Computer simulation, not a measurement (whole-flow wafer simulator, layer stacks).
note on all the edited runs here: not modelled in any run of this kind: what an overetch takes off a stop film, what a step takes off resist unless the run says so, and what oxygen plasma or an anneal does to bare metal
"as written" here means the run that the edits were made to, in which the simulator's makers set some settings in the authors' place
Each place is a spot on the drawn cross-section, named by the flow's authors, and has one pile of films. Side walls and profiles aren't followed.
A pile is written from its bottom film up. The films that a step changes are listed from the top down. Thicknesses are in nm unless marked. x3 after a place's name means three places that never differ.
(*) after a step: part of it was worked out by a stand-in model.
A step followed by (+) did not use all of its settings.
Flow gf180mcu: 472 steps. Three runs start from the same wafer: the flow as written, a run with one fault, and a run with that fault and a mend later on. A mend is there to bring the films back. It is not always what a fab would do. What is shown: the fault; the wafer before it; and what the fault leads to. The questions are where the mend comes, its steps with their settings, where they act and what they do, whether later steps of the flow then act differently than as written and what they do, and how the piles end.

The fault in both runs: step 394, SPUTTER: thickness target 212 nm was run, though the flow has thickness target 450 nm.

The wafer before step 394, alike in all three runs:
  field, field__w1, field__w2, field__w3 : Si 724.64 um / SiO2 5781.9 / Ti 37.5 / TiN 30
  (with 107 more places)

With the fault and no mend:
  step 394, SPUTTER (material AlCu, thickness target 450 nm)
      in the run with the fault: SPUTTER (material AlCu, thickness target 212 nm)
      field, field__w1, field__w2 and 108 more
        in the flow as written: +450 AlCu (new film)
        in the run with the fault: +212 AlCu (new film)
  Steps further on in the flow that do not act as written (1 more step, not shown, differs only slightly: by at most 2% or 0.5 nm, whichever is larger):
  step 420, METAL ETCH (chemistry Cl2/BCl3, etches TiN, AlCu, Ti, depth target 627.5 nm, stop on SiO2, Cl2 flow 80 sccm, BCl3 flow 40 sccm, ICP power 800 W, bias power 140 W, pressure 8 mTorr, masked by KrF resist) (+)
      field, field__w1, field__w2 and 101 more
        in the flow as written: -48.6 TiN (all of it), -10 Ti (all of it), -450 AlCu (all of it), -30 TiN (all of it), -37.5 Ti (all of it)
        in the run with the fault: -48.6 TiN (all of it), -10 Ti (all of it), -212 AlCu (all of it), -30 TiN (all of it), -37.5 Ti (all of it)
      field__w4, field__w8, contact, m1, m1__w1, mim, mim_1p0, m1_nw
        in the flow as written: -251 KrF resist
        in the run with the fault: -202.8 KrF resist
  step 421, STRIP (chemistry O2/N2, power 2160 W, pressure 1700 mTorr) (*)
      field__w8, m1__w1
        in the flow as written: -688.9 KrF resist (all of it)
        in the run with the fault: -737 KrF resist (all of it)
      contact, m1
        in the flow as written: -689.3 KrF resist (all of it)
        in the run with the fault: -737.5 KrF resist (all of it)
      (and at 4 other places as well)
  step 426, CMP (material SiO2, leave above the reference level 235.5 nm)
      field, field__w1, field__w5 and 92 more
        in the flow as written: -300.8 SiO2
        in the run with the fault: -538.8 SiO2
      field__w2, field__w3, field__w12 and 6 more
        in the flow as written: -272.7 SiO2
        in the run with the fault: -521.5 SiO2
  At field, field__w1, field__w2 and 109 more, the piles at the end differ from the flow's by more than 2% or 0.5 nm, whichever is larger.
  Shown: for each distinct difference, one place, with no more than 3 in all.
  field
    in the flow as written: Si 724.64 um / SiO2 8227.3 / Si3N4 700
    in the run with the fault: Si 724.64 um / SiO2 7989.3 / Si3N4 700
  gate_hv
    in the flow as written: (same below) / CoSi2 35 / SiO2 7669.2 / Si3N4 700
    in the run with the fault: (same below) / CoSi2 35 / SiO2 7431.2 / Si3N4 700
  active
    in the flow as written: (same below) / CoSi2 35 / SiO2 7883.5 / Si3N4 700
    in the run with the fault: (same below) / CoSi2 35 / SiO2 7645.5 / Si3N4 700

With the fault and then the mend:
  The mend follows step 394.
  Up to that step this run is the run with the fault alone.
  step 394a, SPUTTER (material AlCu, thickness target 238 nm) (the flow's step 394 again, with other settings)
      field, field__w1, field__w2 and 108 more
        +238 AlCu
  None of the later steps of the flow acts differently than as written at any place that is followed.
  At every place that both follow, the piles at the end match the flow's.
